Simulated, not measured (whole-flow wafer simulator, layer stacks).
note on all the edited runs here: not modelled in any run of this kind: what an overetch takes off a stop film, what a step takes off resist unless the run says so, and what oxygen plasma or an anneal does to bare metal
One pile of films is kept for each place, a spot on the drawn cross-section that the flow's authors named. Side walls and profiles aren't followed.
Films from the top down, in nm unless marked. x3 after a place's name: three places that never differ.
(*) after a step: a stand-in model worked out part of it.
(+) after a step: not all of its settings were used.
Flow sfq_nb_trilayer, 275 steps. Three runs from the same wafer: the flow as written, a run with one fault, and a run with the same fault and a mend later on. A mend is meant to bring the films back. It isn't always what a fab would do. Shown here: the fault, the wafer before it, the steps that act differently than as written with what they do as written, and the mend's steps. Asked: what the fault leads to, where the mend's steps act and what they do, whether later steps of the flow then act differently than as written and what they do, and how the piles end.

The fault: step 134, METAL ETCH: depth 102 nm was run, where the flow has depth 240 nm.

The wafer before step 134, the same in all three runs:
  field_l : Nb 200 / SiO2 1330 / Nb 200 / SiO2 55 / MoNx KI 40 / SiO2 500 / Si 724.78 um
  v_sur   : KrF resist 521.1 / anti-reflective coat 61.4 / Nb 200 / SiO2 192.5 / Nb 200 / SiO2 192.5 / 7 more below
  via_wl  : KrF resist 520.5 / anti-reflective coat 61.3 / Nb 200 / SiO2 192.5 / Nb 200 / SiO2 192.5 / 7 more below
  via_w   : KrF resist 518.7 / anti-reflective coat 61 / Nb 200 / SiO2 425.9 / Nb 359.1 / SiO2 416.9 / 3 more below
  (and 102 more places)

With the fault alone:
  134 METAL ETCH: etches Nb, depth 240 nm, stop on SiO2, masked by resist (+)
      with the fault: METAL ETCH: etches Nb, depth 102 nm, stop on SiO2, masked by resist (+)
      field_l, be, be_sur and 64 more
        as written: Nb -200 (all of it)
        with the fault: Nb -102
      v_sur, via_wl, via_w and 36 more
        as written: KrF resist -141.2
        with the fault: KrF resist -60
  Later steps of the flow that act differently than as written:
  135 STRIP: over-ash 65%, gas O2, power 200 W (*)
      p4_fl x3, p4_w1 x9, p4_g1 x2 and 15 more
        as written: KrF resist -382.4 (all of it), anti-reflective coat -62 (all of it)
        with the fault: KrF resist -463.6 (all of it), anti-reflective coat -62 (all of it)
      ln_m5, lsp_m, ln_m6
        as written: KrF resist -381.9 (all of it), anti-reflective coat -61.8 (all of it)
        with the fault: KrF resist -463.1 (all of it), anti-reflective coat -61.8 (all of it)
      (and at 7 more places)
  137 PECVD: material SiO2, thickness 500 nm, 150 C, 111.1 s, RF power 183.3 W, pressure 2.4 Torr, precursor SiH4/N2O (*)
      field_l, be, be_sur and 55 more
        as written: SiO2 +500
        with the fault: SiO2 +500 (new film)
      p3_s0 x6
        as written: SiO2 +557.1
        with the fault: SiO2 +500 (new film)
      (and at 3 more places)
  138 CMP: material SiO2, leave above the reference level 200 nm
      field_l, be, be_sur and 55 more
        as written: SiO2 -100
        with the fault: SiO2 -198
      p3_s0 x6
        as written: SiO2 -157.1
        with the fault: SiO2 -198
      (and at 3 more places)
  At the end the piles differ from the flow's by more than 2% or 0.5 nm, whichever is larger, at field_l, be, be_sur and 64 more.
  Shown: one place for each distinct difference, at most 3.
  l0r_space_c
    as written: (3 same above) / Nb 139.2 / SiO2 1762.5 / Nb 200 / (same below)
    with the fault: (3 same above) / Nb 139.2 / SiO2 294.5 / Nb 98 / SiO2 1370 / Nb 200 / (same below)
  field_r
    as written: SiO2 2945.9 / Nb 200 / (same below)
    with the fault: SiO2 1477.9 / Nb 98 / SiO2 1370 / Nb 200 / (same below)
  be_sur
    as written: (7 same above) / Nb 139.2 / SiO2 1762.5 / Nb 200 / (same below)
    with the fault: (7 same above) / Nb 139.2 / SiO2 294.5 / Nb 98 / SiO2 1370 / Nb 200 / (same below)

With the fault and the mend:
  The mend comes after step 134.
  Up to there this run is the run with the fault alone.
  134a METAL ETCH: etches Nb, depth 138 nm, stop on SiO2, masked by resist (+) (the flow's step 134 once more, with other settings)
      field_l, be, be_sur and 64 more
        Nb -98 (all of it)
      v_sur, via_wl, via_w and 36 more
        KrF resist -81.2
  No later step of the flow acts differently than as written at any place that is followed.
  At the end the piles are the same as the flow's at every place that both follow.
